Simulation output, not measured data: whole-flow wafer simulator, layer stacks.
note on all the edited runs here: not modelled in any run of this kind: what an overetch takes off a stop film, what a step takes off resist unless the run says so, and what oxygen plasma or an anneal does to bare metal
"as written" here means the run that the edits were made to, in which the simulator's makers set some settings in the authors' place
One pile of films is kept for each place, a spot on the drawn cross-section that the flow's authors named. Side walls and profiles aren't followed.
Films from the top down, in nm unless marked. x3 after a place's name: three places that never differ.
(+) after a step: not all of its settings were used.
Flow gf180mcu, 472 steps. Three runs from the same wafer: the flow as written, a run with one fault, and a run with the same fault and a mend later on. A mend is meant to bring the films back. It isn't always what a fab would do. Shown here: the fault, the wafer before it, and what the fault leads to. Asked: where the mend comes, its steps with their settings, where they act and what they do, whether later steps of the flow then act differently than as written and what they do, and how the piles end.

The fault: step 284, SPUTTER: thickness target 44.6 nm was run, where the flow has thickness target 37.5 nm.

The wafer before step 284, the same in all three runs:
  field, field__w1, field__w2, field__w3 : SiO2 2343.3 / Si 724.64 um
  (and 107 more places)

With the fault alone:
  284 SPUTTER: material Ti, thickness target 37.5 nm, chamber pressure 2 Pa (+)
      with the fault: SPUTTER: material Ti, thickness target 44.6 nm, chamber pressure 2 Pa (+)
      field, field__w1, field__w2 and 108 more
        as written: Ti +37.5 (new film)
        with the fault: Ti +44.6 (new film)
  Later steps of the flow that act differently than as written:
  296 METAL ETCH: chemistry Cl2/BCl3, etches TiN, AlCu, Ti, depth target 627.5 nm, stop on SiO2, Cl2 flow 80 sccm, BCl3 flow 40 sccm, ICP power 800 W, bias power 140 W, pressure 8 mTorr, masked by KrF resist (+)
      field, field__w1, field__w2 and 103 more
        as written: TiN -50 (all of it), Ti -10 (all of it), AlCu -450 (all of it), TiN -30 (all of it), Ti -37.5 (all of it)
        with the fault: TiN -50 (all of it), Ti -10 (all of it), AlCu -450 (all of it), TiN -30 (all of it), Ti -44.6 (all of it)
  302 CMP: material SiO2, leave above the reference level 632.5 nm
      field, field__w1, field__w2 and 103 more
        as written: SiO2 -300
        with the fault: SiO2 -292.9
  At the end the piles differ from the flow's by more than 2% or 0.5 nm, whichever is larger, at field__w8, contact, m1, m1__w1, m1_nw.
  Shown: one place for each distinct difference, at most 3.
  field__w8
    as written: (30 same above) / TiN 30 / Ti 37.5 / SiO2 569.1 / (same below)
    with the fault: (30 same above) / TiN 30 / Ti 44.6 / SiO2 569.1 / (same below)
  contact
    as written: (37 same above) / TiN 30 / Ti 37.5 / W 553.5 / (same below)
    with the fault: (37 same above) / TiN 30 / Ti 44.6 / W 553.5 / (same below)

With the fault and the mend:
  The mend comes after step 284.
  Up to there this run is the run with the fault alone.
  284a METAL ETCH: chemistry Cl2/BCl3, etches TiN, AlCu, Ti, depth target 7.1 nm, Cl2 flow 80 sccm, BCl3 flow 40 sccm, ICP power 800 W, bias power 140 W, pressure 8 mTorr (the flow's step 260 once more, with other settings)
      field, field__w1, field__w2 and 108 more
        Ti -7.1
  No later step of the flow acts differently than as written at any place that is followed.
  At the end the piles are the same as the flow's at every place that both follow.
